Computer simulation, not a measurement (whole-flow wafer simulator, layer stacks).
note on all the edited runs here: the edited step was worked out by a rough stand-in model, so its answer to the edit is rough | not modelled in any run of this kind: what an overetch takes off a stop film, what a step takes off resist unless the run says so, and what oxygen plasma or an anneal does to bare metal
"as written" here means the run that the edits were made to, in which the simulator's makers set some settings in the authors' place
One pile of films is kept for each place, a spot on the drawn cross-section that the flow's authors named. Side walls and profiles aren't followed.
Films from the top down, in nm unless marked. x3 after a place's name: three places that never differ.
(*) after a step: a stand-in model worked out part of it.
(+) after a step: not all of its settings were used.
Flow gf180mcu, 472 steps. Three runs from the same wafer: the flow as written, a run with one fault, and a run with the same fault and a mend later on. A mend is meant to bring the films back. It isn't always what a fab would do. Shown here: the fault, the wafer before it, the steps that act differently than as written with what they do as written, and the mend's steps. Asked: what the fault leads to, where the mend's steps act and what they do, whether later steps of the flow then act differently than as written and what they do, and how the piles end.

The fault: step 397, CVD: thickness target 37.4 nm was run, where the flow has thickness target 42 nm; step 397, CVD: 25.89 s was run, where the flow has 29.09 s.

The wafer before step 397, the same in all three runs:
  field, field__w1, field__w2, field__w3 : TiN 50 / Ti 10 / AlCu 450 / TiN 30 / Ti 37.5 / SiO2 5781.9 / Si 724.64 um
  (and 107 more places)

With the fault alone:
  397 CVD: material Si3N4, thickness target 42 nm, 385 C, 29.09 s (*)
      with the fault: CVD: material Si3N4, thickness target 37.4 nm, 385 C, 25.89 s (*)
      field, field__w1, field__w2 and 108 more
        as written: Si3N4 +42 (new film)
        with the fault: Si3N4 +37.4 (new film)
  Later steps of the flow that act differently than as written (6 more steps differ only slightly, by at most 2% or 0.5 nm, whichever is larger, and aren't shown):
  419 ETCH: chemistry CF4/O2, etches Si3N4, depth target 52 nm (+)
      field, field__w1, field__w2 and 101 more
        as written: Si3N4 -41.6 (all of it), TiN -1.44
        with the fault: Si3N4 -37 (all of it), TiN -2.08
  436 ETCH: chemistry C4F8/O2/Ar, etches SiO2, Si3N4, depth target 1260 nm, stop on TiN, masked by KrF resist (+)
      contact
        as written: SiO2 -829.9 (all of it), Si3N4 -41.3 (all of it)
        with the fault: SiO2 -829.9 (all of it), Si3N4 -36.7 (all of it)
  At the end the piles differ from the flow's by more than 2% or 0.5 nm, whichever is larger, at field__w4, field__w8, m1, m1__w1, mim, mim_1p0, m1_nw.
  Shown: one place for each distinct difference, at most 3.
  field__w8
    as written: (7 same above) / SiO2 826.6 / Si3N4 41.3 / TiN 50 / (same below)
    with the fault: (7 same above) / SiO2 826.6 / Si3N4 36.7 / TiN 50 / (same below)
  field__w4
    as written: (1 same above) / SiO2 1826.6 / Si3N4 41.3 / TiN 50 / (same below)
    with the fault: (1 same above) / SiO2 1826.6 / Si3N4 36.7 / TiN 50 / (same below)
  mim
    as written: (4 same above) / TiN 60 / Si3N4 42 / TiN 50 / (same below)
    with the fault: (4 same above) / TiN 60 / Si3N4 37.4 / TiN 50 / (same below)

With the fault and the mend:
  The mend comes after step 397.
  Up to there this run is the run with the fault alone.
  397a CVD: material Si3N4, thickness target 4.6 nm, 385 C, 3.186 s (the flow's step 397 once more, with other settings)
      field, field__w1, field__w2 and 108 more
        Si3N4 +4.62
  No later step of the flow acts differently than as written at any place that is followed.
  At the end the piles differ from the flow's only slightly at the places that both follow, by at most 2% or 0.5 nm, whichever is larger.
